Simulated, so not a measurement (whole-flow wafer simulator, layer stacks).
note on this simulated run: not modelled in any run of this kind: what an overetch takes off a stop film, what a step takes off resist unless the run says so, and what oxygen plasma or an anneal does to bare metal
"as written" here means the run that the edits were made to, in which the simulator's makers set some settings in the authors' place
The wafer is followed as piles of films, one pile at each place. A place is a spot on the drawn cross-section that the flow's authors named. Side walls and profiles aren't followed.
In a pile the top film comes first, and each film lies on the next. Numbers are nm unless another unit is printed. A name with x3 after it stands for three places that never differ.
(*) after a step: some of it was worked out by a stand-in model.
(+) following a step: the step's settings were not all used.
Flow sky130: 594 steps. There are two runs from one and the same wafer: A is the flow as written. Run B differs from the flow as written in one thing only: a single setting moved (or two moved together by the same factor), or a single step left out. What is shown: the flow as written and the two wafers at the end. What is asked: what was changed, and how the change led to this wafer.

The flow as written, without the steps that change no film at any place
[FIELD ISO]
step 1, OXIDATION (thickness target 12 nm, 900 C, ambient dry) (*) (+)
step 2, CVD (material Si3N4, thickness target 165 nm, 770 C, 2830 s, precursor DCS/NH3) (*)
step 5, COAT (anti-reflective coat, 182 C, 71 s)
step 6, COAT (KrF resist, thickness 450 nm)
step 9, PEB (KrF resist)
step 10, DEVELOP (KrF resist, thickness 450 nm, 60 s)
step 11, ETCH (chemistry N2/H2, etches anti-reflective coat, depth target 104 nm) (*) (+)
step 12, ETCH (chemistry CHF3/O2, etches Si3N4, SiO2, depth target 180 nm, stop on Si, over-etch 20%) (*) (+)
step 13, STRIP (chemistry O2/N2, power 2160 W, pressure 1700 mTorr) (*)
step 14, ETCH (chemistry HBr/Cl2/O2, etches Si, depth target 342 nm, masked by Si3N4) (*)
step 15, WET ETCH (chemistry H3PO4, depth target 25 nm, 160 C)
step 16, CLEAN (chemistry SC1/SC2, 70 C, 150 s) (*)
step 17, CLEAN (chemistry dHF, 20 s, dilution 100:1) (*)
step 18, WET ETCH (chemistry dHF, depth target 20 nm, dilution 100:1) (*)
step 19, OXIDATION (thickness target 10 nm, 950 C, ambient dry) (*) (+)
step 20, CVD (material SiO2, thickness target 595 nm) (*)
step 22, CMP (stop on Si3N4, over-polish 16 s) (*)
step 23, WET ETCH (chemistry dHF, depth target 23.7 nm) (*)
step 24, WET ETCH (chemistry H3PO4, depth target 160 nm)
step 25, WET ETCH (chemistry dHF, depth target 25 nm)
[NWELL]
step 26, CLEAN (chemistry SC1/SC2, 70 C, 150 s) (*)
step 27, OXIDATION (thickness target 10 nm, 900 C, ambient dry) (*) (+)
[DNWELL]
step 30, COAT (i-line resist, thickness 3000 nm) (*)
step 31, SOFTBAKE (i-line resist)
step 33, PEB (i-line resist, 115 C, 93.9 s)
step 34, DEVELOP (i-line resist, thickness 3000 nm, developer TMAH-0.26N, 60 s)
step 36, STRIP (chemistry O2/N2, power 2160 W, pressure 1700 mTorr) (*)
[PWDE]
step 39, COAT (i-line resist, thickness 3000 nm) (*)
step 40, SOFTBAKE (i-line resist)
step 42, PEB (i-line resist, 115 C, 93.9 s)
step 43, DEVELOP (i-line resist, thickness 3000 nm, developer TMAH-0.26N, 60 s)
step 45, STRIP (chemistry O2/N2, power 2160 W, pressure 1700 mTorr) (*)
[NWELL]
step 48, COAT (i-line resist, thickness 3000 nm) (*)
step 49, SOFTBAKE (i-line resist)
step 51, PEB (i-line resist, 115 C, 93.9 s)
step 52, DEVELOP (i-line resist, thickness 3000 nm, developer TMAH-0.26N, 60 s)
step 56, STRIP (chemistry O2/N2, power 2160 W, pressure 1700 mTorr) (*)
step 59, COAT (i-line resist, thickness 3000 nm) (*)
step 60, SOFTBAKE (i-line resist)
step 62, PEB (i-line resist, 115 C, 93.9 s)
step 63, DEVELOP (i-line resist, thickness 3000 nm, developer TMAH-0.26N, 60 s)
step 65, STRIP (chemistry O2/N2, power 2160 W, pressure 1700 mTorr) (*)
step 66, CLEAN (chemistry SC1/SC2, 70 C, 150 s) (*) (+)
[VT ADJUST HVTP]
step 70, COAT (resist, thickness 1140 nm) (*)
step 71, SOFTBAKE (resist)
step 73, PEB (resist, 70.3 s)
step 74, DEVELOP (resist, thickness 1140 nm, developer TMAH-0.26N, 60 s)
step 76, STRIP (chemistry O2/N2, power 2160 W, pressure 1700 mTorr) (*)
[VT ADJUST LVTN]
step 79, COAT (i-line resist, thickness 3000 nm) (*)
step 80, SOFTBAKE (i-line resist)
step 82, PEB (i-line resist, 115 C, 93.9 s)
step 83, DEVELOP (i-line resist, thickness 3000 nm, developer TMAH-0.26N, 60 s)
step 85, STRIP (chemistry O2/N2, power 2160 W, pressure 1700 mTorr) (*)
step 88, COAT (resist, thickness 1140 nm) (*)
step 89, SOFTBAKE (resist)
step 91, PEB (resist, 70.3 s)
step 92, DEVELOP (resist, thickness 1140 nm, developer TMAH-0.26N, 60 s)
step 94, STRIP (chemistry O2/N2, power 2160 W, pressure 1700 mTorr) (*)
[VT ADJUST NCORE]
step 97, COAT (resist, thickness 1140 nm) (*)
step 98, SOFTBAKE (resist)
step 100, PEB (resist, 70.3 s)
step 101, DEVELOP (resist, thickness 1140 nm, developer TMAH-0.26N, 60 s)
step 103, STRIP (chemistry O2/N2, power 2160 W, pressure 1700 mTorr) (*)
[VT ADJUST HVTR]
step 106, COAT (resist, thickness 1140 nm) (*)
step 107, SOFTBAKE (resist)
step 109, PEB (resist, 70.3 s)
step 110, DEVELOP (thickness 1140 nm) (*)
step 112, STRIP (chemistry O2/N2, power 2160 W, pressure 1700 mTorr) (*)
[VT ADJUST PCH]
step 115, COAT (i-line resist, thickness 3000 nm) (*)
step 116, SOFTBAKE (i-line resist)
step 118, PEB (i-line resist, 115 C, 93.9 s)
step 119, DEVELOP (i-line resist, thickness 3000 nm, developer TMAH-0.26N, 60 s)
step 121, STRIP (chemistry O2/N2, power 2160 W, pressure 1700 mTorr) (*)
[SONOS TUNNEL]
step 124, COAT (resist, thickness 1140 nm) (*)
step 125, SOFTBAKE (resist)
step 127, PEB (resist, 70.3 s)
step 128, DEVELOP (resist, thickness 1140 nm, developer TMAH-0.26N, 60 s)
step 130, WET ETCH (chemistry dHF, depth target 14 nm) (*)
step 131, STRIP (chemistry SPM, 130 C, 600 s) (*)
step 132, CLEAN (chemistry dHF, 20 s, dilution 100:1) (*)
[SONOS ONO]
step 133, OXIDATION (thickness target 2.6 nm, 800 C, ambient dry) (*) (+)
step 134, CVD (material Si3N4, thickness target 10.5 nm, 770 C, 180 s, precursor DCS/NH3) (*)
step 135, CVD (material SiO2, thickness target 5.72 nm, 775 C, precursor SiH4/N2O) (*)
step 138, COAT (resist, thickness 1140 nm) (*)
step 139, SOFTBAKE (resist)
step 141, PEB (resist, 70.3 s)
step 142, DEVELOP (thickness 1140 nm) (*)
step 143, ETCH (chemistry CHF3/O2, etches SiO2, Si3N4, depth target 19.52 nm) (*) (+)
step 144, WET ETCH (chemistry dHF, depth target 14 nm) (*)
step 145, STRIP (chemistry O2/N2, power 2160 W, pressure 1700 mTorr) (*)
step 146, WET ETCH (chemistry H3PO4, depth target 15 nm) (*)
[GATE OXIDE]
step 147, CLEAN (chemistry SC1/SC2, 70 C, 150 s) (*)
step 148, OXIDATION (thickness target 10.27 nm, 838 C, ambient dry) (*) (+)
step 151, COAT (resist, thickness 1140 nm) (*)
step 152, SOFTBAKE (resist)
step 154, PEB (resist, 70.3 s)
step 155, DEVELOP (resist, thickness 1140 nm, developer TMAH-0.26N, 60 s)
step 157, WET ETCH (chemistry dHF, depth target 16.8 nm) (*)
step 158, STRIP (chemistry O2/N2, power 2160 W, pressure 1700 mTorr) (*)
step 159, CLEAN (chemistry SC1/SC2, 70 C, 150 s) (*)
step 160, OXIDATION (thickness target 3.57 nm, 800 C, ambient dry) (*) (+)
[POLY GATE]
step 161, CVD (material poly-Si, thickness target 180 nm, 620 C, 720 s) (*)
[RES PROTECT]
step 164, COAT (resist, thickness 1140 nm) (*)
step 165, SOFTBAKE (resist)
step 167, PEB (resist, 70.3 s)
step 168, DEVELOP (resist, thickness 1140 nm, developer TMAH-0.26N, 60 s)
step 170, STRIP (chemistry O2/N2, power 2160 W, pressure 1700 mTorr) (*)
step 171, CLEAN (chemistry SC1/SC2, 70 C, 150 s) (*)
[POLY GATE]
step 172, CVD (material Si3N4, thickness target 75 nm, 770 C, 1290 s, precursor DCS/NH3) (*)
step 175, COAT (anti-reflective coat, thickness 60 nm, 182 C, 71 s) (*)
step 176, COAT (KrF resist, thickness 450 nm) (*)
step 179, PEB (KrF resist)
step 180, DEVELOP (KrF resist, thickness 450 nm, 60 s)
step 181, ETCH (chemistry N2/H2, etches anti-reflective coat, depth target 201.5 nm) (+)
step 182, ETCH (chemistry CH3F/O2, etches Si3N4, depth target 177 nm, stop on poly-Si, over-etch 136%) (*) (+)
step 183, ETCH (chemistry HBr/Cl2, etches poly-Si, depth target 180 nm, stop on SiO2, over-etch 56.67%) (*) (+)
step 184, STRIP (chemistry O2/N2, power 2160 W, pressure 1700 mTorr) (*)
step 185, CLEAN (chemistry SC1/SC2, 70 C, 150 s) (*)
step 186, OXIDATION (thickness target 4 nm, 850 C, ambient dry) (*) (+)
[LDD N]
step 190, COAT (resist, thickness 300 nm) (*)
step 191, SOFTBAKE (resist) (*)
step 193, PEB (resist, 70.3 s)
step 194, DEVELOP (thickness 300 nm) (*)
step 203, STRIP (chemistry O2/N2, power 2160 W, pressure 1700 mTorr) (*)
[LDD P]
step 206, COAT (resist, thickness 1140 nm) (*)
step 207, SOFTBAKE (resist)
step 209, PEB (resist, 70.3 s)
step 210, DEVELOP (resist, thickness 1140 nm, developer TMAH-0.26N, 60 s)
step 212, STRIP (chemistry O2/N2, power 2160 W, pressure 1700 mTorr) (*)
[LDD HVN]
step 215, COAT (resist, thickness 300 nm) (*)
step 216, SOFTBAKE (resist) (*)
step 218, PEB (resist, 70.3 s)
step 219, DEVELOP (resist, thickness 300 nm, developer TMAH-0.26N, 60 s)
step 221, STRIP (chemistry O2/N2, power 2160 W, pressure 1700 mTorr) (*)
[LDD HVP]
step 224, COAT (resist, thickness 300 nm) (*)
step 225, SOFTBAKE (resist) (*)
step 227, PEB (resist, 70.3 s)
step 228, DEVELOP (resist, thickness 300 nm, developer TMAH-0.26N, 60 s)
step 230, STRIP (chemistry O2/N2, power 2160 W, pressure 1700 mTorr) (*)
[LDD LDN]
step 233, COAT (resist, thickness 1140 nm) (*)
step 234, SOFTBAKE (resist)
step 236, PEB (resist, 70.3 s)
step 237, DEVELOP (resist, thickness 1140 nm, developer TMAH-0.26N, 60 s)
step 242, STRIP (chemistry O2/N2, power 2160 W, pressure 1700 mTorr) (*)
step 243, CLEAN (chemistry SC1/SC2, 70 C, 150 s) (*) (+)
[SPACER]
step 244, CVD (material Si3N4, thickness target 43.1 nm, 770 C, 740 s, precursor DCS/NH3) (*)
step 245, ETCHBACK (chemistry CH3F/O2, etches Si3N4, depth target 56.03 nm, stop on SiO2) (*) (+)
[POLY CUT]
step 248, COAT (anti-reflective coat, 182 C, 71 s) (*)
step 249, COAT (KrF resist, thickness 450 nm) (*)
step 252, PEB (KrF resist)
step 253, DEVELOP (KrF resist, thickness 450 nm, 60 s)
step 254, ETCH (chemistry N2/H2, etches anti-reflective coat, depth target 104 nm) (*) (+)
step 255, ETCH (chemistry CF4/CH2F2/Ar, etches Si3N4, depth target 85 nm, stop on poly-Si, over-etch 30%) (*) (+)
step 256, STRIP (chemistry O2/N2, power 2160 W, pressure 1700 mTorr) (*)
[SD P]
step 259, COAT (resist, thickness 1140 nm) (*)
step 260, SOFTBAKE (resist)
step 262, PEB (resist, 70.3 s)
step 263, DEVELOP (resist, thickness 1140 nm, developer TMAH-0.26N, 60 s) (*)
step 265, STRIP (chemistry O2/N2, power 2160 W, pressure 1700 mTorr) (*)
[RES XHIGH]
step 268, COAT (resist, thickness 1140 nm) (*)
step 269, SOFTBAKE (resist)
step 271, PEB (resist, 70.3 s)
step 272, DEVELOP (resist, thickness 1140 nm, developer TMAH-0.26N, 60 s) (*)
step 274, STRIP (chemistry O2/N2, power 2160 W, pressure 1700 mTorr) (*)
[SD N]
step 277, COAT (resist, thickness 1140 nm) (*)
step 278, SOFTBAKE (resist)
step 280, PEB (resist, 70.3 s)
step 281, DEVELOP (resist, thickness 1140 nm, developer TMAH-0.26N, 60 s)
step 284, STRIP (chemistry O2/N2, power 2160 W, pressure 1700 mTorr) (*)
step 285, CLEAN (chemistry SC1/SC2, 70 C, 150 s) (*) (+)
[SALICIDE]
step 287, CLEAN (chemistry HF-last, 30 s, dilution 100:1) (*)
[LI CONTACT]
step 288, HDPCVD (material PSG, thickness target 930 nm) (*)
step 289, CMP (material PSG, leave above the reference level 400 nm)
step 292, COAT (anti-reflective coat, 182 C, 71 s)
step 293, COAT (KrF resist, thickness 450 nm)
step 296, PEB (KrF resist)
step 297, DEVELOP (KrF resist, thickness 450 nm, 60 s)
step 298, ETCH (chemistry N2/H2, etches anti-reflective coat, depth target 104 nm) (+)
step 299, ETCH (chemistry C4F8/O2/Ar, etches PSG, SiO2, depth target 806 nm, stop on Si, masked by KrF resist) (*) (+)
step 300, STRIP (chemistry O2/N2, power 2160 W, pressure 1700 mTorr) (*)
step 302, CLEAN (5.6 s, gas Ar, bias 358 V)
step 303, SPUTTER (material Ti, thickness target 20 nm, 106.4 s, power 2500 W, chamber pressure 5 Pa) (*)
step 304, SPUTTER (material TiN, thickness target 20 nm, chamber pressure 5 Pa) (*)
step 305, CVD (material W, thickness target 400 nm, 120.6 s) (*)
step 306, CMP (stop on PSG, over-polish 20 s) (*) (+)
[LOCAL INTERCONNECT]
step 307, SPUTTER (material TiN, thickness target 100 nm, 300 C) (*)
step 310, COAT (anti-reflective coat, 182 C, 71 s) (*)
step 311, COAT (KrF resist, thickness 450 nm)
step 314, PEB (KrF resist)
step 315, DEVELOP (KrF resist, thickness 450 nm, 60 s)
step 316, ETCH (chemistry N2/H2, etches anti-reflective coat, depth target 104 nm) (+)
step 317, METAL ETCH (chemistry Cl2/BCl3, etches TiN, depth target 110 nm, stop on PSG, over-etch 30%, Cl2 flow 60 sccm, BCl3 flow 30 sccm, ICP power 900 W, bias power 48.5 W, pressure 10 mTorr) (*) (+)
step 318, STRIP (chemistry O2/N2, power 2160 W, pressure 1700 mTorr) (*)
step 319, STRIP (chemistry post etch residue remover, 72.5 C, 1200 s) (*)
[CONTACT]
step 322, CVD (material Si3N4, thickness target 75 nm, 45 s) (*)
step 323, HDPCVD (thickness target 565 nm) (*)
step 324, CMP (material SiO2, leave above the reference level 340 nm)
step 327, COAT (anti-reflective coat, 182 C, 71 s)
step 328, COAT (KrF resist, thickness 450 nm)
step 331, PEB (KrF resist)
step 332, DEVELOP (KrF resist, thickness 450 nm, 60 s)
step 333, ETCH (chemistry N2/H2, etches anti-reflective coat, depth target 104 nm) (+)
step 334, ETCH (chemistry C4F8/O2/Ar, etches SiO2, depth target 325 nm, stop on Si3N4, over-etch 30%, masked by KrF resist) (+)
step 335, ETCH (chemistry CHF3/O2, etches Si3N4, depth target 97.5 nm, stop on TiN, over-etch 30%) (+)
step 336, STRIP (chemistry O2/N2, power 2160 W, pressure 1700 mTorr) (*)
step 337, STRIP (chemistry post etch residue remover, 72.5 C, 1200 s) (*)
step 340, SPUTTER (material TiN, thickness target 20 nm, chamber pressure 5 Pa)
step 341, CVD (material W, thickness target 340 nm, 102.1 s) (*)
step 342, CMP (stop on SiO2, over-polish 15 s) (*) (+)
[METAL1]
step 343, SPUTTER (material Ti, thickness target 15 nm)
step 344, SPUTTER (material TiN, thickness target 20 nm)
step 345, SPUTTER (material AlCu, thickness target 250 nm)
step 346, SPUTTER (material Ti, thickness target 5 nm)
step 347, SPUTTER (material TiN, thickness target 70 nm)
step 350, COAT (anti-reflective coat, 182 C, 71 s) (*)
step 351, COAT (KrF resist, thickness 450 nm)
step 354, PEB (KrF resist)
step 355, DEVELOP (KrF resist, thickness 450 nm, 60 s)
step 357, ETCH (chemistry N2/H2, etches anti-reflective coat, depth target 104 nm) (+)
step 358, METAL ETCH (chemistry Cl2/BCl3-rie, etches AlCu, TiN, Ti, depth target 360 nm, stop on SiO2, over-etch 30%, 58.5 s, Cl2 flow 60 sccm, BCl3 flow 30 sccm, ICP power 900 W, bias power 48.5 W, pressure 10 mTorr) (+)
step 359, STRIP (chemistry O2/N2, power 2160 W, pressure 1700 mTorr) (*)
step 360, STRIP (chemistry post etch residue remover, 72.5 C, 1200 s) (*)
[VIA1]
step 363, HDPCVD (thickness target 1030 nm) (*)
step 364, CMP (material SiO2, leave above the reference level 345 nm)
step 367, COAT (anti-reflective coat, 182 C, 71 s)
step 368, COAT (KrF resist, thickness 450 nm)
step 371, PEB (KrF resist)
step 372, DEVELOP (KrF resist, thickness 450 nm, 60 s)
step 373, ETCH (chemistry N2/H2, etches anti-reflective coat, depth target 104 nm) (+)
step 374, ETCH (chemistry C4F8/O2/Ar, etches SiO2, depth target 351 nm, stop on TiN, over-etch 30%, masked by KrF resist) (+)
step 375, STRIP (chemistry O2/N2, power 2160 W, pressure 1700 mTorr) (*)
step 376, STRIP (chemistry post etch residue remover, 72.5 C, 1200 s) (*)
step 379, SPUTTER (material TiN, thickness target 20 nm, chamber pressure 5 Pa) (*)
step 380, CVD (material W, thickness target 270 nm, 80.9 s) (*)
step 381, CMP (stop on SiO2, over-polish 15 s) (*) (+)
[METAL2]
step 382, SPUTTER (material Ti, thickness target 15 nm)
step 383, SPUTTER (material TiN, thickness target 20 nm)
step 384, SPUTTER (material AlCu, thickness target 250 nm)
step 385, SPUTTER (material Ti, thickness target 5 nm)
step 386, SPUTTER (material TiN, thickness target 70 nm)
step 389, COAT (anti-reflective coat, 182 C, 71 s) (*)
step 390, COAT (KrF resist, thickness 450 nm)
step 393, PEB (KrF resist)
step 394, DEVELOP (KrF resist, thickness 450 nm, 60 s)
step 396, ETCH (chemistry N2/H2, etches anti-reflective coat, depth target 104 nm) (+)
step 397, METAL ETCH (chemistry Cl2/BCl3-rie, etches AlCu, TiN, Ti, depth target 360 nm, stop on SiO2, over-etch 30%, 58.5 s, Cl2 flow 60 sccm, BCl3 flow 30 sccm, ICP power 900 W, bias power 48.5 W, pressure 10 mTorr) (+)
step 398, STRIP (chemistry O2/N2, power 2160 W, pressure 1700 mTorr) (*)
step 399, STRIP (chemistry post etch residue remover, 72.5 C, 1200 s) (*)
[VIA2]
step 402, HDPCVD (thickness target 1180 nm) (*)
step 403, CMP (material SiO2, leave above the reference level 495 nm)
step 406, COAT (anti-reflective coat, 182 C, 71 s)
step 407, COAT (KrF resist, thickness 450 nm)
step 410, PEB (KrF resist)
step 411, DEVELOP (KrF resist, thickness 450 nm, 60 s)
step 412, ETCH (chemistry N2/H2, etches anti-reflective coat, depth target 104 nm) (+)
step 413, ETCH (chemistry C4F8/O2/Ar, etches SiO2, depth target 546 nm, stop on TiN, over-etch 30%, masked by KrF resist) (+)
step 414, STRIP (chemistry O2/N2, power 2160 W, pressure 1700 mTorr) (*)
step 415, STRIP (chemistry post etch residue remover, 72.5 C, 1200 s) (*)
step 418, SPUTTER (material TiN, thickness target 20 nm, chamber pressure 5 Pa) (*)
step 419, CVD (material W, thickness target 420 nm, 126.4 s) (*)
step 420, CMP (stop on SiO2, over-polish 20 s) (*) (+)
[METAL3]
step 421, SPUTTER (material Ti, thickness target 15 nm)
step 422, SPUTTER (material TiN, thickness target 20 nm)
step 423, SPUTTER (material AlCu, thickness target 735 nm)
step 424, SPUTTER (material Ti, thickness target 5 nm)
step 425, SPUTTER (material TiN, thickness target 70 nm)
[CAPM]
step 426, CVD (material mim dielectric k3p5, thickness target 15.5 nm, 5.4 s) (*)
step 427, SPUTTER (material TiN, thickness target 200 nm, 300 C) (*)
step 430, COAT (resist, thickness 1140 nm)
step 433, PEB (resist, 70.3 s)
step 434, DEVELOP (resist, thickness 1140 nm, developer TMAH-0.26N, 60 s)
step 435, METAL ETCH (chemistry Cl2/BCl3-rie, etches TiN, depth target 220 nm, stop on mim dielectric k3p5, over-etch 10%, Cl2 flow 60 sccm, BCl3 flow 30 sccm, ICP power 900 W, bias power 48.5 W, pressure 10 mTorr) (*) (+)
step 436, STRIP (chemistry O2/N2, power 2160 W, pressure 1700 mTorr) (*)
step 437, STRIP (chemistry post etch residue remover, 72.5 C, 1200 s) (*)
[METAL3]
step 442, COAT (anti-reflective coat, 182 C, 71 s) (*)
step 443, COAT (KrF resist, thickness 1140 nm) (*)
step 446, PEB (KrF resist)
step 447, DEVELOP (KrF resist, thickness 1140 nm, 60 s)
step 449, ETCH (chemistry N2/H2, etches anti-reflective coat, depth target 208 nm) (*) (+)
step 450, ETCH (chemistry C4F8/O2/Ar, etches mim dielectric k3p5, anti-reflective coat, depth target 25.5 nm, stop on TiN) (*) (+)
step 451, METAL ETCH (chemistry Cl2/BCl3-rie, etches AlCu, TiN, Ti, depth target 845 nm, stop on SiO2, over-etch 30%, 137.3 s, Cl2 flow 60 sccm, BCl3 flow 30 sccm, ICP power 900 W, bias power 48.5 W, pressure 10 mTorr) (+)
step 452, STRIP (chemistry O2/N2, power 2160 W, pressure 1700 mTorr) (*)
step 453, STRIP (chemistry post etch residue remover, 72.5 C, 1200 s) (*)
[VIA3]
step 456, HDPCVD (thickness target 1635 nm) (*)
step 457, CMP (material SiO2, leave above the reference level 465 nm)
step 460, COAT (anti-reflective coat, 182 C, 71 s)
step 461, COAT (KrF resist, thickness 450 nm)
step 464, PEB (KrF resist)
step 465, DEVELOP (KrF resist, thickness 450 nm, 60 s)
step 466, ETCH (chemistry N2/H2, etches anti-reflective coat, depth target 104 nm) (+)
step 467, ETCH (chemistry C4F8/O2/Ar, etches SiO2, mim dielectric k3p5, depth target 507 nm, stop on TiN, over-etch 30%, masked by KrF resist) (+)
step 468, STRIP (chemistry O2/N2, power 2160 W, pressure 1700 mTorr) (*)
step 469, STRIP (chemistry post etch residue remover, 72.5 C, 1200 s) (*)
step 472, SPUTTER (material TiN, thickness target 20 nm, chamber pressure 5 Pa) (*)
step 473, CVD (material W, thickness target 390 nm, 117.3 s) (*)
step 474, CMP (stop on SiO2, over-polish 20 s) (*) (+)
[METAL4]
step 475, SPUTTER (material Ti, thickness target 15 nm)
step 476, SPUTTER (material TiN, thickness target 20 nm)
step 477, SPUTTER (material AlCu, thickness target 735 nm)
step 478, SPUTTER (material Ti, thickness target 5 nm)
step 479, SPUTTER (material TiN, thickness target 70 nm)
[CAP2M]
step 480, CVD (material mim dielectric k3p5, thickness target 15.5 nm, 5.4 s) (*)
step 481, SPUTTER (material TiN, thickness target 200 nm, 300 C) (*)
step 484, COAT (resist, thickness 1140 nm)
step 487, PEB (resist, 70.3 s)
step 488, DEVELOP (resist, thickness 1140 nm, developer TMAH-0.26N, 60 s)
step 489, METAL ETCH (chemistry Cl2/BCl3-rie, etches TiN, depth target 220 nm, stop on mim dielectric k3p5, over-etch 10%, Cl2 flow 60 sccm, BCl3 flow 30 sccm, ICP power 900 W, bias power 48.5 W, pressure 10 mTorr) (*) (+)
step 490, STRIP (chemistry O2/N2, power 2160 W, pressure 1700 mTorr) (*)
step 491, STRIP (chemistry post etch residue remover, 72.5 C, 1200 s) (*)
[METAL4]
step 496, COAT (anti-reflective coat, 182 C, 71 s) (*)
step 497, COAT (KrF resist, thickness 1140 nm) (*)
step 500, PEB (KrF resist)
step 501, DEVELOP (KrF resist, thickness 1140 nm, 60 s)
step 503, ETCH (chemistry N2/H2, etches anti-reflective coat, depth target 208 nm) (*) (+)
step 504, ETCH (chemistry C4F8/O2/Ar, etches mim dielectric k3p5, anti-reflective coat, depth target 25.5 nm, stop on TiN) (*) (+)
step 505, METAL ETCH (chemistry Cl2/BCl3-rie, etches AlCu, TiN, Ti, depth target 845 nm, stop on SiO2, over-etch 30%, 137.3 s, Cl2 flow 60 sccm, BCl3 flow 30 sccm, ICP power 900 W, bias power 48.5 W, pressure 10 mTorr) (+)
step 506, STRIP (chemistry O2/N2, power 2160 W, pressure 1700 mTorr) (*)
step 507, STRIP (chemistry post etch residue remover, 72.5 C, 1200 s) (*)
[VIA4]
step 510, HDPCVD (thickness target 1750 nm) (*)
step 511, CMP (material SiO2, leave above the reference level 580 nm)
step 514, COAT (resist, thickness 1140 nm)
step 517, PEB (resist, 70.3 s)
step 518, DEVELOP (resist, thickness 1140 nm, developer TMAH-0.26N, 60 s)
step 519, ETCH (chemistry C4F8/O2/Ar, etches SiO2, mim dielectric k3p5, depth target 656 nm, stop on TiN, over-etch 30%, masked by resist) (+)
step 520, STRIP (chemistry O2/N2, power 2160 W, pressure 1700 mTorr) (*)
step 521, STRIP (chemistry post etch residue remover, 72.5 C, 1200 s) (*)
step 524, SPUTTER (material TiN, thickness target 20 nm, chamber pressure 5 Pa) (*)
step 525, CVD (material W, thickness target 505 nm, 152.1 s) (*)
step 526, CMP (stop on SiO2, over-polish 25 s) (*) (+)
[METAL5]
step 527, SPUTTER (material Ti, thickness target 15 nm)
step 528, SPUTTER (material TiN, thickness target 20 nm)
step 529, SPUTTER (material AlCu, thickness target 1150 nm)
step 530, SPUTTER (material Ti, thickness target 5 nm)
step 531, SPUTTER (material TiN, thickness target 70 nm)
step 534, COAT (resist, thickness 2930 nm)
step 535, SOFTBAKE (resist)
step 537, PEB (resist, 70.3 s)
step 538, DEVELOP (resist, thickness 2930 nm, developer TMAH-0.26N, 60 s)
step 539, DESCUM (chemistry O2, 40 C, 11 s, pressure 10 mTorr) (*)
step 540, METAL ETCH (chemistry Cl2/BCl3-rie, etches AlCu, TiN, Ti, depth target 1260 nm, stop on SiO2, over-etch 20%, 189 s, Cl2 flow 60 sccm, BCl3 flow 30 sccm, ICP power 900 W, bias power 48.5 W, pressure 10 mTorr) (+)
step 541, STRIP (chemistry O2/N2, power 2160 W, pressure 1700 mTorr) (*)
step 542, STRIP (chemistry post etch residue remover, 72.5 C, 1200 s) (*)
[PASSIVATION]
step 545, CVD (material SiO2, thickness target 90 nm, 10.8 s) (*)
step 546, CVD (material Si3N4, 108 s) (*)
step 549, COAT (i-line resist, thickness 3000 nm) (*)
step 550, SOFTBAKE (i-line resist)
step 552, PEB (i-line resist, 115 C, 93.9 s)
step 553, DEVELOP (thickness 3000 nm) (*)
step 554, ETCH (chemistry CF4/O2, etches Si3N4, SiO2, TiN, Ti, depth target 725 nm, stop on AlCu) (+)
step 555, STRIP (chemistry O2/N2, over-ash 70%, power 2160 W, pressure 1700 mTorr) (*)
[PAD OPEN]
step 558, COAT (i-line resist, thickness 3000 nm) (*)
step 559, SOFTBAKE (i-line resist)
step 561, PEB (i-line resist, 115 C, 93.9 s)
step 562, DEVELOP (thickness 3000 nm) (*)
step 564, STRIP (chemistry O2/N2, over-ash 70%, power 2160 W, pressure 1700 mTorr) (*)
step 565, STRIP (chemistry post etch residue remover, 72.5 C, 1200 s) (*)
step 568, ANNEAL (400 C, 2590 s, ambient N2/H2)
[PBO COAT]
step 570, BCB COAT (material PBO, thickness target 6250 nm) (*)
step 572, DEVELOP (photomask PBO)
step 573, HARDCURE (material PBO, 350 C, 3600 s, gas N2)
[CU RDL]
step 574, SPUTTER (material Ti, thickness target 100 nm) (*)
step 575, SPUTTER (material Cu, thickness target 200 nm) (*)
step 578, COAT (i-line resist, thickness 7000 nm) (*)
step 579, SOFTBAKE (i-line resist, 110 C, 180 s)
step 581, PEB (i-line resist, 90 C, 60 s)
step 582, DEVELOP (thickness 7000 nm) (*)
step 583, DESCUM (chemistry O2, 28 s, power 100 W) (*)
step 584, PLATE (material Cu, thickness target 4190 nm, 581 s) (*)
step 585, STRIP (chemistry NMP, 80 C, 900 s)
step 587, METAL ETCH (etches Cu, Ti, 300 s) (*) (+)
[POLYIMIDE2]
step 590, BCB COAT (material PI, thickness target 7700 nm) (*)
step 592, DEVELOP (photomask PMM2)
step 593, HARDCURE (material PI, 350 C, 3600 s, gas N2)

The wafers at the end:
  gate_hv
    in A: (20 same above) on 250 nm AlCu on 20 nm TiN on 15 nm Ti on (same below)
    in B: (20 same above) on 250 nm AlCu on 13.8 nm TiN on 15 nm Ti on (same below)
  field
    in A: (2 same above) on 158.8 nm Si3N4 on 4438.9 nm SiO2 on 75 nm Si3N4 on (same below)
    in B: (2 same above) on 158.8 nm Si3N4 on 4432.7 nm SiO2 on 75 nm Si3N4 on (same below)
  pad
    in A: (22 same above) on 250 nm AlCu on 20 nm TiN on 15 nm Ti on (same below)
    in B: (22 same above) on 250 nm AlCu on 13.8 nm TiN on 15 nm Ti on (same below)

Cause: step 383, SPUTTER: thickness target 13.8 nm was run, whereas the flow has thickness target 20 nm.
The wafer lets one read it off: gate_hv has TiN 13.8, and step 383 as written asks for 20 nm.

Step by step, how the change led to this:
  step 383, SPUTTER (material TiN, thickness target 20 nm)
      field, active, n_well and 188 more: A TiN gains 20 (new film) | B TiN gains 13.8 (new film)
  step 397, METAL ETCH (chemistry Cl2/BCl3-rie, etches AlCu, TiN, Ti, depth target 360 nm, stop on SiO2, over-etch 30%, 58.5 s, Cl2 flow 60 sccm, BCl3 flow 30 sccm, ICP power 900 W, bias power 48.5 W, pressure 10 mTorr) (+)
      field, active, gate and 82 more: A TiN loses 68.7 (all of it), Ti loses 5 (all of it), AlCu loses 250 (all of it), TiN loses 20 (all of it), Ti loses 15 (all of it), SiO2 loses 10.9 | B TiN loses 68.7 (all of it), Ti loses 5 (all of it), AlCu loses 250 (all of it), TiN loses 13.8 (all of it), Ti loses 15 (all of it), SiO2 loses 11.6
